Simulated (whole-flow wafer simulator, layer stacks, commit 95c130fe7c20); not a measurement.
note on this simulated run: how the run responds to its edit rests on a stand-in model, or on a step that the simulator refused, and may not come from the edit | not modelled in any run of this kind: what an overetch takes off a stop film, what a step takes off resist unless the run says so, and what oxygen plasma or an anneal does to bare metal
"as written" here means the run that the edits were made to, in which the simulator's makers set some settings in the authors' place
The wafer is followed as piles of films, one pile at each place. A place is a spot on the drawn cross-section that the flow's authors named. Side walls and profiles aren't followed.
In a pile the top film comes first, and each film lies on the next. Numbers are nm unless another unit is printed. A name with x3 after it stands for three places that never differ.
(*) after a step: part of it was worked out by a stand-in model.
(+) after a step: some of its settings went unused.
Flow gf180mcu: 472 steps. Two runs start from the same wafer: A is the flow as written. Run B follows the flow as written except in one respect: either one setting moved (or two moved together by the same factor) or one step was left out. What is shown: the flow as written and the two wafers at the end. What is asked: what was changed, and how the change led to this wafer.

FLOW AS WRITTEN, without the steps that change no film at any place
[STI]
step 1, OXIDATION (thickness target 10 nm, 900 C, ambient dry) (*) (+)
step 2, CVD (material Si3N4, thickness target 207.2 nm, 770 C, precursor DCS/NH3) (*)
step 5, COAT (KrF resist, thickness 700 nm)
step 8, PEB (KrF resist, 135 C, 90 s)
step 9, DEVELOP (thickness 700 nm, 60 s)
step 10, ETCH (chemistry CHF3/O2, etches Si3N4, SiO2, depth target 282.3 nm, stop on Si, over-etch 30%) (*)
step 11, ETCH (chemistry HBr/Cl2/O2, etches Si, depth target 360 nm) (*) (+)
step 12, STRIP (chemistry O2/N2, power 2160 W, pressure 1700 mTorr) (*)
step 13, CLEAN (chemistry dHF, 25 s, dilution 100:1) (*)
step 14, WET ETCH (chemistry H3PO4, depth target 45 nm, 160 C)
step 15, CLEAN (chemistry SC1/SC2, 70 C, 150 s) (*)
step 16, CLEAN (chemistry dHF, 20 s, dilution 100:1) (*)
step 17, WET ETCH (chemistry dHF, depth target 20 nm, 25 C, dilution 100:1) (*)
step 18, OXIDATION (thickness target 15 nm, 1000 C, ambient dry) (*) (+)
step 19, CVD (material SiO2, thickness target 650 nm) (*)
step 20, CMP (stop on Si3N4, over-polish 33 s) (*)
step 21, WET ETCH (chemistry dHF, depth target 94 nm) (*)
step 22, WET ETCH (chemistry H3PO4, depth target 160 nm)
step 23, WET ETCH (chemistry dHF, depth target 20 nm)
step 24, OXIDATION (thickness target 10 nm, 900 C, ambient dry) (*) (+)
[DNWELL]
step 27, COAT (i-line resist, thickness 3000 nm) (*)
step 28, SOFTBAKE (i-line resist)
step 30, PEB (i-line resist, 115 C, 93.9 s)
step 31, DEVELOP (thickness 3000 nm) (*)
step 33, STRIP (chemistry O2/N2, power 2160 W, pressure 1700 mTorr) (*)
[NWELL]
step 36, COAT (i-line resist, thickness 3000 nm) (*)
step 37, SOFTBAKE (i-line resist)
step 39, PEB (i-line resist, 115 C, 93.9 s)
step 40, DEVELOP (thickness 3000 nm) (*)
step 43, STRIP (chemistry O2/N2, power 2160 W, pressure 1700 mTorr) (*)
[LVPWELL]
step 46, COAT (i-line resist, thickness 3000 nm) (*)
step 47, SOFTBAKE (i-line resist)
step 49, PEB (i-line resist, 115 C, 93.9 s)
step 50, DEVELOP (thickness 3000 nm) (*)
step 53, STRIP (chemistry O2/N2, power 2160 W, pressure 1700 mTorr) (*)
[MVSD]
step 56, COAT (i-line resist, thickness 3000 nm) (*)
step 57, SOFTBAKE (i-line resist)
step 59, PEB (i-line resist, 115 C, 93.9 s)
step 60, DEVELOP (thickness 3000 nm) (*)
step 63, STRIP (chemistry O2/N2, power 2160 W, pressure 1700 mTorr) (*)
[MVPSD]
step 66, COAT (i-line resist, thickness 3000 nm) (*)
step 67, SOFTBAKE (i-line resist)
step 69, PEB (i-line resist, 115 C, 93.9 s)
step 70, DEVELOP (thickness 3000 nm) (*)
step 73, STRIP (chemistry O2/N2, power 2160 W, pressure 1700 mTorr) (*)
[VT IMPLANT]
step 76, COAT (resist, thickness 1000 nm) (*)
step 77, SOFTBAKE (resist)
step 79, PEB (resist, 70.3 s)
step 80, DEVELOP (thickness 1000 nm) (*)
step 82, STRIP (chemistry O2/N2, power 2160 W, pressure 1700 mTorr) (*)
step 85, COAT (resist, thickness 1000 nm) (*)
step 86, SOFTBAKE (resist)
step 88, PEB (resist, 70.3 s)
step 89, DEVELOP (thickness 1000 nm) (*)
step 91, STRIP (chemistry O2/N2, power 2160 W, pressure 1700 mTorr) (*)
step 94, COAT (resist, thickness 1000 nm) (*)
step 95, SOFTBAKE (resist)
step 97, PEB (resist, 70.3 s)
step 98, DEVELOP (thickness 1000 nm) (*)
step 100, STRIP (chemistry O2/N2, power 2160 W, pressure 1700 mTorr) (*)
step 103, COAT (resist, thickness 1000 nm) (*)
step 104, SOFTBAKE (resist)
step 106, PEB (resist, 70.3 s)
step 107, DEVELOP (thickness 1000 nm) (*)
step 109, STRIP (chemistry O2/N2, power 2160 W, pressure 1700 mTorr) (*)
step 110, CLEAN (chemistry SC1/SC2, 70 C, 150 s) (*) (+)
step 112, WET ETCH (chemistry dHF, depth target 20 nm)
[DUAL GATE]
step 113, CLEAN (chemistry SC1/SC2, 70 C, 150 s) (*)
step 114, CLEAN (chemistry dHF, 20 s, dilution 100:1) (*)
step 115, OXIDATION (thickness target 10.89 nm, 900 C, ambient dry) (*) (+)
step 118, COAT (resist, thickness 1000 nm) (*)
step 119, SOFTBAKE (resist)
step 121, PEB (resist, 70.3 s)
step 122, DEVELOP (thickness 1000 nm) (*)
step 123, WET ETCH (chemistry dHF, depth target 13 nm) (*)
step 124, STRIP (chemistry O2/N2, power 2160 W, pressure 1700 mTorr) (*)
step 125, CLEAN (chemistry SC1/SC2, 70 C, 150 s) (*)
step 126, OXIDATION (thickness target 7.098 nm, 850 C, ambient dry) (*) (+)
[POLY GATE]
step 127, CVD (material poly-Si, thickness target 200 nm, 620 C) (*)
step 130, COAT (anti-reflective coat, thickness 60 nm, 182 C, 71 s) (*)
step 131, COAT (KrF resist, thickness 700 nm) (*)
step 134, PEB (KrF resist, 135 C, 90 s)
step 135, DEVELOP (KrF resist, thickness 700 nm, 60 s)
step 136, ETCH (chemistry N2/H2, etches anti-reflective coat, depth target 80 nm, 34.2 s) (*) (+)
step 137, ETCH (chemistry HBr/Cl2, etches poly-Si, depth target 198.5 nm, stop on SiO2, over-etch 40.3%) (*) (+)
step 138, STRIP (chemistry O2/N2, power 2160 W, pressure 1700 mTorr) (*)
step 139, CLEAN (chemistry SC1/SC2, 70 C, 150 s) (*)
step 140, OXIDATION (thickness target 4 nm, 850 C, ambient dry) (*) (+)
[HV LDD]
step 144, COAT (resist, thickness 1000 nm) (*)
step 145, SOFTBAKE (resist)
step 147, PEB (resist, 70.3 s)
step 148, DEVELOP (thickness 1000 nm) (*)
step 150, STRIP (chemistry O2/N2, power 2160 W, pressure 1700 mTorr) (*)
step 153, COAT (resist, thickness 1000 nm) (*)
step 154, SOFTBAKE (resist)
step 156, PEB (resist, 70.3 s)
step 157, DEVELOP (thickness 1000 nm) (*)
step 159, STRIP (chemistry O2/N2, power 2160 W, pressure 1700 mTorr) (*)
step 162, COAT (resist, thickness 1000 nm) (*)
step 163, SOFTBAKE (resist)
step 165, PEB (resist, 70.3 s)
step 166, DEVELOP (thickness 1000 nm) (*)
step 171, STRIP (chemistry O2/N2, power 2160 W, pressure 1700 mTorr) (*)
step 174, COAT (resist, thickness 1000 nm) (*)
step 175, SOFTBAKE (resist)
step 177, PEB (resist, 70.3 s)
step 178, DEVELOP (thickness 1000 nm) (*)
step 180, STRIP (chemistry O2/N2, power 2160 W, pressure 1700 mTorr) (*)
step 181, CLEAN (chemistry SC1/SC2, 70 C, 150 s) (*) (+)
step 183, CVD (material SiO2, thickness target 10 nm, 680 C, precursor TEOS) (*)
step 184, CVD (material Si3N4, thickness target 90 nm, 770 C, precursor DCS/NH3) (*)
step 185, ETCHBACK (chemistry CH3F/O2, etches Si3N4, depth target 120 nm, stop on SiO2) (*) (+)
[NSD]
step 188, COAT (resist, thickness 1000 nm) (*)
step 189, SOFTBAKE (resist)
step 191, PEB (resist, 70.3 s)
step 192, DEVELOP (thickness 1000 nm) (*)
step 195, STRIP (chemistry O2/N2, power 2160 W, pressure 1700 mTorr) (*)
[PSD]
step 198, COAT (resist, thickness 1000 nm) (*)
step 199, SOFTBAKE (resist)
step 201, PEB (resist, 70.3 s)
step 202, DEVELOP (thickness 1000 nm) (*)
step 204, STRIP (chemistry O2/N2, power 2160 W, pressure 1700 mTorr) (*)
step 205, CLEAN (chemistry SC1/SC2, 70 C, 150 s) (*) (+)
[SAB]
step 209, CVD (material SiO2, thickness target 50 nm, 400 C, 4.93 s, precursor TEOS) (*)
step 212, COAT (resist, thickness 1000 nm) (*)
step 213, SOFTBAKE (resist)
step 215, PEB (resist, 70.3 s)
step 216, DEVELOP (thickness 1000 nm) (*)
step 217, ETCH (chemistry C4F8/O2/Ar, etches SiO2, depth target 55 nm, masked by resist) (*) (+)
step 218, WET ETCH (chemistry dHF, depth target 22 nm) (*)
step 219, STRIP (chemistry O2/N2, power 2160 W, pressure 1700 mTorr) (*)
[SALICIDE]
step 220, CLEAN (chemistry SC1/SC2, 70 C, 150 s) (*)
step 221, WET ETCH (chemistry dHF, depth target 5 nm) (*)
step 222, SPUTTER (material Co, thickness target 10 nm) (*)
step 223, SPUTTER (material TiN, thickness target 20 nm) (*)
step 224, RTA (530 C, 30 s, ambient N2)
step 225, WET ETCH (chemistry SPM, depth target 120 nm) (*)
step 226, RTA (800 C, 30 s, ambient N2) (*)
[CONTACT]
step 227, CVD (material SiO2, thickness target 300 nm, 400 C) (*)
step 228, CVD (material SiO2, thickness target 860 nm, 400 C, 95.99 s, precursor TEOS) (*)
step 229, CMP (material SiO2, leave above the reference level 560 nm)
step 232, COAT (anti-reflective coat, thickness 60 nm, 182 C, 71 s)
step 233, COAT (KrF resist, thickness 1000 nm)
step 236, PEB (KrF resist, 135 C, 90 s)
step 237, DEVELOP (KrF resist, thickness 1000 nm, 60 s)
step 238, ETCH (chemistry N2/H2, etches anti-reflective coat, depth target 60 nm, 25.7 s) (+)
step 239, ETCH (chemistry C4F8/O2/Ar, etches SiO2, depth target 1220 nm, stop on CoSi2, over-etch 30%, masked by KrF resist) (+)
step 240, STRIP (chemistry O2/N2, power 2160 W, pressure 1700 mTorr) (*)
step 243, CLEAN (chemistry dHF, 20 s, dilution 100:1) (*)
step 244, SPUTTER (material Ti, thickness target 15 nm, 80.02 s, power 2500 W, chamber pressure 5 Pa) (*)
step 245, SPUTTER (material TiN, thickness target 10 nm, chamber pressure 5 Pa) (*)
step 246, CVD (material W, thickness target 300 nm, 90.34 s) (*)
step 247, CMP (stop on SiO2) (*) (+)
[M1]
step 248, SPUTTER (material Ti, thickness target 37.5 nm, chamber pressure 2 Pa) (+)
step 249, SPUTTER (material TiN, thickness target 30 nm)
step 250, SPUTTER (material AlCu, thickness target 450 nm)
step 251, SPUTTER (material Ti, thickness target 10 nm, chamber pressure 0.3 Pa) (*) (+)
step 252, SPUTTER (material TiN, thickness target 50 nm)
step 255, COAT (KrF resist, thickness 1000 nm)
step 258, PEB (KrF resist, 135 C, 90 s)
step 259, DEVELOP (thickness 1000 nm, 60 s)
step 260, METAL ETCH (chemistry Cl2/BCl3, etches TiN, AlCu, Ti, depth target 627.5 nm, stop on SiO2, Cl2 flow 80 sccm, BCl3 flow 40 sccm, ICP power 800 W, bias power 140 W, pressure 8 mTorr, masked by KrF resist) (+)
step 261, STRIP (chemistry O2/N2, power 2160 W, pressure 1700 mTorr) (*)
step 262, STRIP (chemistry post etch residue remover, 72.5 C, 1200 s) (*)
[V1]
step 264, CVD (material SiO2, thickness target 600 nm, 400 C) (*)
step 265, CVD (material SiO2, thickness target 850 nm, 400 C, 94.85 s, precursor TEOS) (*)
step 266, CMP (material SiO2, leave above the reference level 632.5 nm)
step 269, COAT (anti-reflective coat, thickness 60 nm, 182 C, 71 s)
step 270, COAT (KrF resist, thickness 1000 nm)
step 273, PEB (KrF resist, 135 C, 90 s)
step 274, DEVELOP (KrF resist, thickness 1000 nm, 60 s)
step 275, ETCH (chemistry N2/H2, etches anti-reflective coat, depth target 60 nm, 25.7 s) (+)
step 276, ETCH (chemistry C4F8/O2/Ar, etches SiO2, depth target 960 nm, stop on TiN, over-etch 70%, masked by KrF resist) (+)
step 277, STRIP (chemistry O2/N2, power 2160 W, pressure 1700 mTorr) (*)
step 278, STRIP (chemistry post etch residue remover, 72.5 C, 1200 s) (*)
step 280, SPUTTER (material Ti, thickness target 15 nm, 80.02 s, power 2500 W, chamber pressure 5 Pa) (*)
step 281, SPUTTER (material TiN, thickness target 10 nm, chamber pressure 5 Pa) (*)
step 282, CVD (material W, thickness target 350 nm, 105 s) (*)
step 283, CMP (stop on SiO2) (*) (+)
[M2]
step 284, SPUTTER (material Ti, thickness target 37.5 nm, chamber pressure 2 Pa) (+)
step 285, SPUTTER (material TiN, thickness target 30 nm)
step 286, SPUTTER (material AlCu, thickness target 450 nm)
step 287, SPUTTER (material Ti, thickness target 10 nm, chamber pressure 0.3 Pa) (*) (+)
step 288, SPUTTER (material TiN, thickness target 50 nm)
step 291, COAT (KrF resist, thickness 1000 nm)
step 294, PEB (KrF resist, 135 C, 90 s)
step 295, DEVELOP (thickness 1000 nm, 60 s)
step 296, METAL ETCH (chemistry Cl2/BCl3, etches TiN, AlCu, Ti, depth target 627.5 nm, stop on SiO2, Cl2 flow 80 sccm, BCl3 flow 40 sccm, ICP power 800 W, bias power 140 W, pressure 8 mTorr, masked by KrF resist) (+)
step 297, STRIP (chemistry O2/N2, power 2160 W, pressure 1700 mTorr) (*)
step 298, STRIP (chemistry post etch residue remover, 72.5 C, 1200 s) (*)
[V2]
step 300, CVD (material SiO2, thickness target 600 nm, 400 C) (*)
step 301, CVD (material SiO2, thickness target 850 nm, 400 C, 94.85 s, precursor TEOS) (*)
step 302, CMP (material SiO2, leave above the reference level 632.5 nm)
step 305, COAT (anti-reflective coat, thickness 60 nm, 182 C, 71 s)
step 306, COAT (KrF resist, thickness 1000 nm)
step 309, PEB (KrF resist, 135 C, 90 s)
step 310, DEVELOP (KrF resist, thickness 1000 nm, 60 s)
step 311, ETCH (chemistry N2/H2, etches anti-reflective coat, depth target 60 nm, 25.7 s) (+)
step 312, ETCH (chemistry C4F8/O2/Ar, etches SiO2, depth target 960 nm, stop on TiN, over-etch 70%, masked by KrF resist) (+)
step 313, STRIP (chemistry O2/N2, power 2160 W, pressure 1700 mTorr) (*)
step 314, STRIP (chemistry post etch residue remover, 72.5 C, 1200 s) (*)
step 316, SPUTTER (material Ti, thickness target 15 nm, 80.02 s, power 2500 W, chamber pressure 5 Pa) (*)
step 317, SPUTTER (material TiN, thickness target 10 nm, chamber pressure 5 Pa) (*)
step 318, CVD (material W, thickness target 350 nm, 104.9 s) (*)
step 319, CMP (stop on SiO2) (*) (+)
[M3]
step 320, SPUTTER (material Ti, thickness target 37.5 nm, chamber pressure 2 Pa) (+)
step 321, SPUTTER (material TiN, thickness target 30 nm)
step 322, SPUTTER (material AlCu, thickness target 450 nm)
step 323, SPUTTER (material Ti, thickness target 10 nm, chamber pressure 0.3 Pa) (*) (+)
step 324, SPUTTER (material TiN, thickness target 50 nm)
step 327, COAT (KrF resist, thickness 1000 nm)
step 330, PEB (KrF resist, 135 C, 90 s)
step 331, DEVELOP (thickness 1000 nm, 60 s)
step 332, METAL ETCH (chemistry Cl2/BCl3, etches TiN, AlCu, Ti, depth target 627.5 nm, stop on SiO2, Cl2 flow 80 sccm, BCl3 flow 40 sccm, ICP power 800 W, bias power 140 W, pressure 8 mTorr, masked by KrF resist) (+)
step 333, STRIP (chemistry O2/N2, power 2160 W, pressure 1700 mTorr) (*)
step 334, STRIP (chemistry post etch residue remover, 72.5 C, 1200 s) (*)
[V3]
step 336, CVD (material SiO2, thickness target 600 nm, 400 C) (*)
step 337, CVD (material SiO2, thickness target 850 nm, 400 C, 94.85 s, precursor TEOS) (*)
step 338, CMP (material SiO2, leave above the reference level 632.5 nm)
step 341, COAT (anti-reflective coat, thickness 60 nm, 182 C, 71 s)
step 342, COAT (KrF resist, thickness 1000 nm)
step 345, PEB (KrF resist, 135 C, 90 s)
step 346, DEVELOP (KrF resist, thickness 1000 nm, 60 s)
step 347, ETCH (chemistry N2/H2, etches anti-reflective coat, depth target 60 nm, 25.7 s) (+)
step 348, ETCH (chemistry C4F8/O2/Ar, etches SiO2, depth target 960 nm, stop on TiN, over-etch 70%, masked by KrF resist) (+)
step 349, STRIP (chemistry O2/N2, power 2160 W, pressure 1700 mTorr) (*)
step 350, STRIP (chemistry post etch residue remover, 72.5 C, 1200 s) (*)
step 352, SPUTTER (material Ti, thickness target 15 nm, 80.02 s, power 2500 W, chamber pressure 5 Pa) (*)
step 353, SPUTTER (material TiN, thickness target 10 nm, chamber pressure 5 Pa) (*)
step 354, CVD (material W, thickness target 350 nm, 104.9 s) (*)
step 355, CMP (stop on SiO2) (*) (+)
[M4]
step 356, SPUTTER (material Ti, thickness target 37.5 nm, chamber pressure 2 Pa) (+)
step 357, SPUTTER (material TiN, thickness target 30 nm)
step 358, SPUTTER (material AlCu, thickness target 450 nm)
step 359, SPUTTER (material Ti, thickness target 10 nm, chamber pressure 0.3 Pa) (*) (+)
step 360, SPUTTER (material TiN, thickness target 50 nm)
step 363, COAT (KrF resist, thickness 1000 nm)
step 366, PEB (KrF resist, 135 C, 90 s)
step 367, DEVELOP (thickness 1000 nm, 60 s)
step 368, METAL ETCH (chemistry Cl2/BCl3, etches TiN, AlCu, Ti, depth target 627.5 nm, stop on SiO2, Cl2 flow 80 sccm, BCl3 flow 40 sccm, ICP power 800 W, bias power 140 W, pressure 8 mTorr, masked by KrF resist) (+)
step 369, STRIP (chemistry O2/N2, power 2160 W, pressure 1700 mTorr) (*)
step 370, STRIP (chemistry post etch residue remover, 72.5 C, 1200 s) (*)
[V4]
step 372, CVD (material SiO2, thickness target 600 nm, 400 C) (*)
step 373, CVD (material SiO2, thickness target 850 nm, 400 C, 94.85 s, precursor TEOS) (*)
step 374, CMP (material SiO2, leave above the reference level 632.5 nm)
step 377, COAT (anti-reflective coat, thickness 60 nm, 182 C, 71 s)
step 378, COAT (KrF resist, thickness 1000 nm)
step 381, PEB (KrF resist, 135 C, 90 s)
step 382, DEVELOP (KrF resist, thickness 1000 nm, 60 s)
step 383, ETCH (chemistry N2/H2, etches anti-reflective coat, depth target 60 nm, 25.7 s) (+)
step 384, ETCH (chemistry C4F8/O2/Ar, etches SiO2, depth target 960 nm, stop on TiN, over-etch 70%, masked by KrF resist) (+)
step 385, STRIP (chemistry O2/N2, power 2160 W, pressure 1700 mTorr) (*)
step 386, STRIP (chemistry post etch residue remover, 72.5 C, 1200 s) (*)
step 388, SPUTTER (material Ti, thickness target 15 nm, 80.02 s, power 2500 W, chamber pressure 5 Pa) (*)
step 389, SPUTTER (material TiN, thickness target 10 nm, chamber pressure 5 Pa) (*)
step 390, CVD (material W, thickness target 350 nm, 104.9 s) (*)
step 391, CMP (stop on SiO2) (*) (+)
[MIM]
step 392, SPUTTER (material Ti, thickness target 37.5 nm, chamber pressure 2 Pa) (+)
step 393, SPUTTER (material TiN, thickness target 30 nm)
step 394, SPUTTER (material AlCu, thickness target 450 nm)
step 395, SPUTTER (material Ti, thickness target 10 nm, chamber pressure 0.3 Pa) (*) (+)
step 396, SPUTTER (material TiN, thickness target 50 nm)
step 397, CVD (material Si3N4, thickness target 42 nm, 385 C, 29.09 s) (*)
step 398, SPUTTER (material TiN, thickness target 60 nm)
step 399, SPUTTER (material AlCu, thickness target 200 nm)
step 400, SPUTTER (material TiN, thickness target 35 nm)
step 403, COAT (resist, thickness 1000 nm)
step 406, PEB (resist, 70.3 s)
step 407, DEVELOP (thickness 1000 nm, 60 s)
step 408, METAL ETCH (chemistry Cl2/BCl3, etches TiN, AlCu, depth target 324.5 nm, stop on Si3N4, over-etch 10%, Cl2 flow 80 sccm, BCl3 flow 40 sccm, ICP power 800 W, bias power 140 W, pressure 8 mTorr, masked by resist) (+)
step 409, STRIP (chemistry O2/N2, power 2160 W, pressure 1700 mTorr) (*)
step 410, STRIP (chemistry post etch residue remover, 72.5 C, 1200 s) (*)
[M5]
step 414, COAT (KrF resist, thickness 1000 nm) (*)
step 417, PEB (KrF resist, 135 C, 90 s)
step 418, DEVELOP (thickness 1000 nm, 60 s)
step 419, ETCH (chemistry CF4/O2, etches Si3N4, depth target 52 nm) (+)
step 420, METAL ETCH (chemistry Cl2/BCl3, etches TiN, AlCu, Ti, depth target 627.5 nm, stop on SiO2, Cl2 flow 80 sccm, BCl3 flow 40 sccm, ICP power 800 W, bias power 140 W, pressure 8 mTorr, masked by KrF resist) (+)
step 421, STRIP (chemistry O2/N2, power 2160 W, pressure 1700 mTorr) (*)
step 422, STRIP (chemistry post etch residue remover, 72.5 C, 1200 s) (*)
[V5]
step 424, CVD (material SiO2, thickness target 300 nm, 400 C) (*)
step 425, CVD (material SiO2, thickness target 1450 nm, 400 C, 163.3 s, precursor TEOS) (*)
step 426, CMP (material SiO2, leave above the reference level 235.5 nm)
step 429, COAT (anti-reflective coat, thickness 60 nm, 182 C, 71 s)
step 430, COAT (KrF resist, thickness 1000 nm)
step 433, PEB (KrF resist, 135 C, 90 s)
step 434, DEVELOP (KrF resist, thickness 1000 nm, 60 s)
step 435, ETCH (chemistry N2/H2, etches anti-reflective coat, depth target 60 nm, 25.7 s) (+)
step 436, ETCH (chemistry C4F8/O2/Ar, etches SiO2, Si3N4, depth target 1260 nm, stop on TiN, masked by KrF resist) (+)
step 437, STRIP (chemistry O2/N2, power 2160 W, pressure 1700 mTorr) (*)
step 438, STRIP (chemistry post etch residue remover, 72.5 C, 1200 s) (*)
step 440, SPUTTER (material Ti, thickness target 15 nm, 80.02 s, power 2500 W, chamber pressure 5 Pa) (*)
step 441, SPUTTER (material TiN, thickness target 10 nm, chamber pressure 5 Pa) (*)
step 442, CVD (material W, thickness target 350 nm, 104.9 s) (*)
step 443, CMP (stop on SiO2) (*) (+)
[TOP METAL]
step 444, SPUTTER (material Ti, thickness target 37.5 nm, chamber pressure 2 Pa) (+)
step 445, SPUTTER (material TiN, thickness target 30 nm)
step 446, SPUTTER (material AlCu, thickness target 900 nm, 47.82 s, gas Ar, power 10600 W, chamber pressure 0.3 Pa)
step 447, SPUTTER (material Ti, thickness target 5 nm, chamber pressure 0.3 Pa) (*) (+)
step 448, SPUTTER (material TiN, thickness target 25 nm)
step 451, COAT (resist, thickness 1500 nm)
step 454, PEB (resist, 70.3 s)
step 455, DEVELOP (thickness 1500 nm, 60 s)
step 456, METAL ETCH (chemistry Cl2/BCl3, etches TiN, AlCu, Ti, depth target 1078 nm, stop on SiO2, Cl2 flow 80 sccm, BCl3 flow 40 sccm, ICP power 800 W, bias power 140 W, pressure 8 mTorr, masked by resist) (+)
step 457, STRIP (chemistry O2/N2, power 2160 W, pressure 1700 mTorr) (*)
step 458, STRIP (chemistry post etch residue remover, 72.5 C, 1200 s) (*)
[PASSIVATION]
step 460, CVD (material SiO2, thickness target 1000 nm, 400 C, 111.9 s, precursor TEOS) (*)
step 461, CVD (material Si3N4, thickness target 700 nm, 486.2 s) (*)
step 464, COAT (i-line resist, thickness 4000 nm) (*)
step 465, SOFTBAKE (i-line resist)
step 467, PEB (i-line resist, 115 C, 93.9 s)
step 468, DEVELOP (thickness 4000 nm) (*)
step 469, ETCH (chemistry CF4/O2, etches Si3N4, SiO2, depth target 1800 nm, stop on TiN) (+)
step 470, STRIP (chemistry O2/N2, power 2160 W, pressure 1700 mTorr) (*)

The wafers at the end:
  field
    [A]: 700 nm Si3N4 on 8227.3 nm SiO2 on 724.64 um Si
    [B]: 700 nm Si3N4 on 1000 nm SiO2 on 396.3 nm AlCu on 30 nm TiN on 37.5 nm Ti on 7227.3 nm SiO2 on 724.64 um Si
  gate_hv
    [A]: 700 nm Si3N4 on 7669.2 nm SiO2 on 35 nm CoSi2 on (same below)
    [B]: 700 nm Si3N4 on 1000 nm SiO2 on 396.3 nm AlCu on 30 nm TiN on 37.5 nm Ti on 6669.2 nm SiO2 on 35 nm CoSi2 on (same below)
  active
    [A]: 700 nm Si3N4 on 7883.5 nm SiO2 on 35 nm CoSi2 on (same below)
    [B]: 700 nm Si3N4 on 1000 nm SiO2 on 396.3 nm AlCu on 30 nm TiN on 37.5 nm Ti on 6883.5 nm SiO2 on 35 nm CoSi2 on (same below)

Cause: step 456, METAL ETCH: depth target 528 nm was run, whereas the flow has depth target 1078 nm.

Step by step, how the change led to this:
  step 456, METAL ETCH (chemistry Cl2/BCl3, etches TiN, AlCu, Ti, depth target 1078 nm, stop on SiO2, Cl2 flow 80 sccm, BCl3 flow 40 sccm, ICP power 800 W, bias power 140 W, pressure 8 mTorr, masked by resist) (+)
      field, field__w1, field__w2 and 103 more: A -25 TiN (all of it), -5 Ti (all of it), -900 AlCu (all of it), -30 TiN (all of it), -37.5 Ti (all of it) | B -25 TiN (all of it), -5 Ti (all of it), -498 AlCu
      field__w8, contact, m1, m1__w1, pad, m1_nw: A -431 resist | B -211.2 resist
  step 457, STRIP (chemistry O2/N2, power 2160 W, pressure 1700 mTorr) (*)
      field__w8, contact, m1, m1__w1, pad, m1_nw: A -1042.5 resist (all of it) | B -1262.3 resist (all of it)
  step 458, STRIP (chemistry post etch residue remover, 72.5 C, 1200 s) (*)
      field, field__w1, field__w2 and 103 more: A nothing | B -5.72 AlCu
  step 460, CVD (material SiO2, thickness target 1000 nm, 400 C, 111.9 s, precursor TEOS) (*)
      field, field__w1, field__w2 and 103 more: A +1000 SiO2 | B +1000 SiO2 (new film)
  step 464, COAT (i-line resist, thickness 4000 nm) (*)
      field: A +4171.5 i-line resist (new film) | B +4077.7 i-line resist (new film)
      field__w8: A +3093.1 i-line resist (new film) | B +3508.2 i-line resist (new film)
      (and at 11 other places as well)
  step 465, SOFTBAKE (i-line resist)
      gate: A +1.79 i-line resist | B -1.11 i-line resist
      field__w11, field__w13: A +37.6 i-line resist | B +16.2 i-line resist
      (and at 66 other places as well)
  step 467, PEB (i-line resist, 115 C, 93.9 s)
      field__w8, m1__w1: A -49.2 i-line resist | B -57.7 i-line resist
      contact, m1: A -49.6 i-line resist | B -57.9 i-line resist
      (and at 2 other places as well)
  step 468, DEVELOP (thickness 4000 nm) (*)
      pad: A -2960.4 i-line resist (all of it) | B -3412.2 i-line resist (all of it)
  step 470, STRIP (chemistry O2/N2, power 2160 W, pressure 1700 mTorr) (*)
      field__w8, m1__w1: A -1775.9 i-line resist (all of it) | B -2220.6 i-line resist (all of it)
      contact: A -1798.3 i-line resist (all of it) | B -2229.5 i-line resist (all of it)
      (and at 2 other places as well)
If metal films that touch count as one body, field has 1 body; the flow as written gives 0 bodies.
If metal films that touch count as one body, gate_hv has 2 bodies (between them, from the top down: SiO2 6669.2); the flow as written gives 1 body.
If metal films that touch count as one body, active has 2 bodies (between them, from the top down: SiO2 6883.5); the flow as written gives 1 body.
